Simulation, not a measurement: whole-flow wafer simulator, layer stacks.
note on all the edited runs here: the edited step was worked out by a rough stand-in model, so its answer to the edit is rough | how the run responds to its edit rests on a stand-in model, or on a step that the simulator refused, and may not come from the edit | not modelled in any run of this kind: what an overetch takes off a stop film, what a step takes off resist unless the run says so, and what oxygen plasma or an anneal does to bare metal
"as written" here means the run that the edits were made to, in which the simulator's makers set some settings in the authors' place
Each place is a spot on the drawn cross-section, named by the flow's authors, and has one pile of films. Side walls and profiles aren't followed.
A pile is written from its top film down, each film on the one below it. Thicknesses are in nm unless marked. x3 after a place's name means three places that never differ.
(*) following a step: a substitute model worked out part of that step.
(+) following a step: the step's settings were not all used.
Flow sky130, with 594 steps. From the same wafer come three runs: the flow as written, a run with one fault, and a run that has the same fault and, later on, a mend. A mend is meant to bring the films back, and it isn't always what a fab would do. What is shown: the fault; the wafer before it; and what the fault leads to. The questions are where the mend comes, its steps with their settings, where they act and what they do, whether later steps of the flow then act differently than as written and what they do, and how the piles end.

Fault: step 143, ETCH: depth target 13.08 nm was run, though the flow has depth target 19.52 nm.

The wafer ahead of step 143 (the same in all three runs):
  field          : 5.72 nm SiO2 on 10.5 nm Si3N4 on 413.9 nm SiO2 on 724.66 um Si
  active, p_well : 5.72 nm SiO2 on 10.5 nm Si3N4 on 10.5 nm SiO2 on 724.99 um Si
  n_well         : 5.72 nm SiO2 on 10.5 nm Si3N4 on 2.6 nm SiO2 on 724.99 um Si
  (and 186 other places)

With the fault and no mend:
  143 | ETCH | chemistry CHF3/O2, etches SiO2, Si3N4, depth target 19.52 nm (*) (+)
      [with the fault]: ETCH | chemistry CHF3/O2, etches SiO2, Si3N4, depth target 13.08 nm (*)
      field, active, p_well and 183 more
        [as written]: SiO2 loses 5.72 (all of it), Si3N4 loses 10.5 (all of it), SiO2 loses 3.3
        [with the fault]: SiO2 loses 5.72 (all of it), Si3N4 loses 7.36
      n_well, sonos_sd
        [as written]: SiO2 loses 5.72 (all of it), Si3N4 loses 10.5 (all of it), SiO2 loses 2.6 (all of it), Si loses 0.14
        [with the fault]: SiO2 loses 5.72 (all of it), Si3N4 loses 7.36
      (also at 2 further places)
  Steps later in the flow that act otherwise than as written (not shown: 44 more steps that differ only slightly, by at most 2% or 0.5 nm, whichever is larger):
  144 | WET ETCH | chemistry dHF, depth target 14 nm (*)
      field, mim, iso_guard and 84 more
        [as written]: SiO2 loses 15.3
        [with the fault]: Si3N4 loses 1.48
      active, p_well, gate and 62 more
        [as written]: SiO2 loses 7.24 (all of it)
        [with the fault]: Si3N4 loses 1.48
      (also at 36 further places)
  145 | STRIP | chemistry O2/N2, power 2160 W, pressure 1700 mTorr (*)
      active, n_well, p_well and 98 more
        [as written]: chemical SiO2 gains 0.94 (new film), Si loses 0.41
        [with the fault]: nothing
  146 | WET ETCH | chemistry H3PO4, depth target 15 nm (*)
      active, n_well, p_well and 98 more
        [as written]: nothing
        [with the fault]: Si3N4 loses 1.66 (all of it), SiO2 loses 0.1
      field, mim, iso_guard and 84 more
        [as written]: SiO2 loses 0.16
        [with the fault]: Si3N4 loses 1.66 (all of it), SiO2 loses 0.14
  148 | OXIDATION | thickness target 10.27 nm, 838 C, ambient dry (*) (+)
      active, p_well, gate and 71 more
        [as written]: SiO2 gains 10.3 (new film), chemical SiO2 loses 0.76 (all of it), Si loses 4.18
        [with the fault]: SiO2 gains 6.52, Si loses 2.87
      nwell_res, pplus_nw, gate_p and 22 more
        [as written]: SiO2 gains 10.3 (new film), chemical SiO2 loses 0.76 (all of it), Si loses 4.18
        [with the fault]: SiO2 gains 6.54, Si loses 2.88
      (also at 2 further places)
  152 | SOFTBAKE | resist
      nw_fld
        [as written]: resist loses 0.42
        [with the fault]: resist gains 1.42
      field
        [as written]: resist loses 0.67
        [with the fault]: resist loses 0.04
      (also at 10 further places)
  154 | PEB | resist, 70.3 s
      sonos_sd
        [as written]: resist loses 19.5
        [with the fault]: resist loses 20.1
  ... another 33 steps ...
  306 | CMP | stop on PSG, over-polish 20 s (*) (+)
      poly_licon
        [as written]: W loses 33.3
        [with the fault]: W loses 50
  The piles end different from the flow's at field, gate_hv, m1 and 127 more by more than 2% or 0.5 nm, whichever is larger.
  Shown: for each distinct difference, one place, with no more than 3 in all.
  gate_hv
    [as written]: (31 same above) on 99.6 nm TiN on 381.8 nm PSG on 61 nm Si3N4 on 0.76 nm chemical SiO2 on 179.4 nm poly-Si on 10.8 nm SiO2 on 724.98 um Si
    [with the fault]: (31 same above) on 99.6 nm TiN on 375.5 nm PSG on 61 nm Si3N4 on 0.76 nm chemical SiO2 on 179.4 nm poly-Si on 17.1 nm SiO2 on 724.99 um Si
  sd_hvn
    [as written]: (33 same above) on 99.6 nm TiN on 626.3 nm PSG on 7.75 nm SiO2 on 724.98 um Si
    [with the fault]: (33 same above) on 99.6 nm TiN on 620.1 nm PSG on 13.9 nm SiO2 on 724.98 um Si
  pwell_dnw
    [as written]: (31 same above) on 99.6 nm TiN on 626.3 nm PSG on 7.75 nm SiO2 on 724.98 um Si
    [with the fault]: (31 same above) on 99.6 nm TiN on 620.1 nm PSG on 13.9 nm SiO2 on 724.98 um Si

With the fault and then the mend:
  After step 143 comes the mend.
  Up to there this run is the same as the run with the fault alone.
  143a | ETCH | chemistry CHF3/O2, etches SiO2, Si3N4, depth target 6.442 nm (*) (+) (the flow's step 143 again, with other settings)
      field, active, p_well and 183 more
        Si3N4 loses 3.14 (all of it), SiO2 loses 3.3
      n_well, sonos_sd
        Si3N4 loses 3.14 (all of it), SiO2 loses 2.6 (all of it), Si loses 0.14
      sonos_cell, sonos_cell_x
        resist loses 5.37
  None of the later steps of the flow differs from how it acts as written, at any place that is followed, by more than 2% or 0.5 nm, whichever is larger.
  The piles end the same as the flow's at every place that both follow.
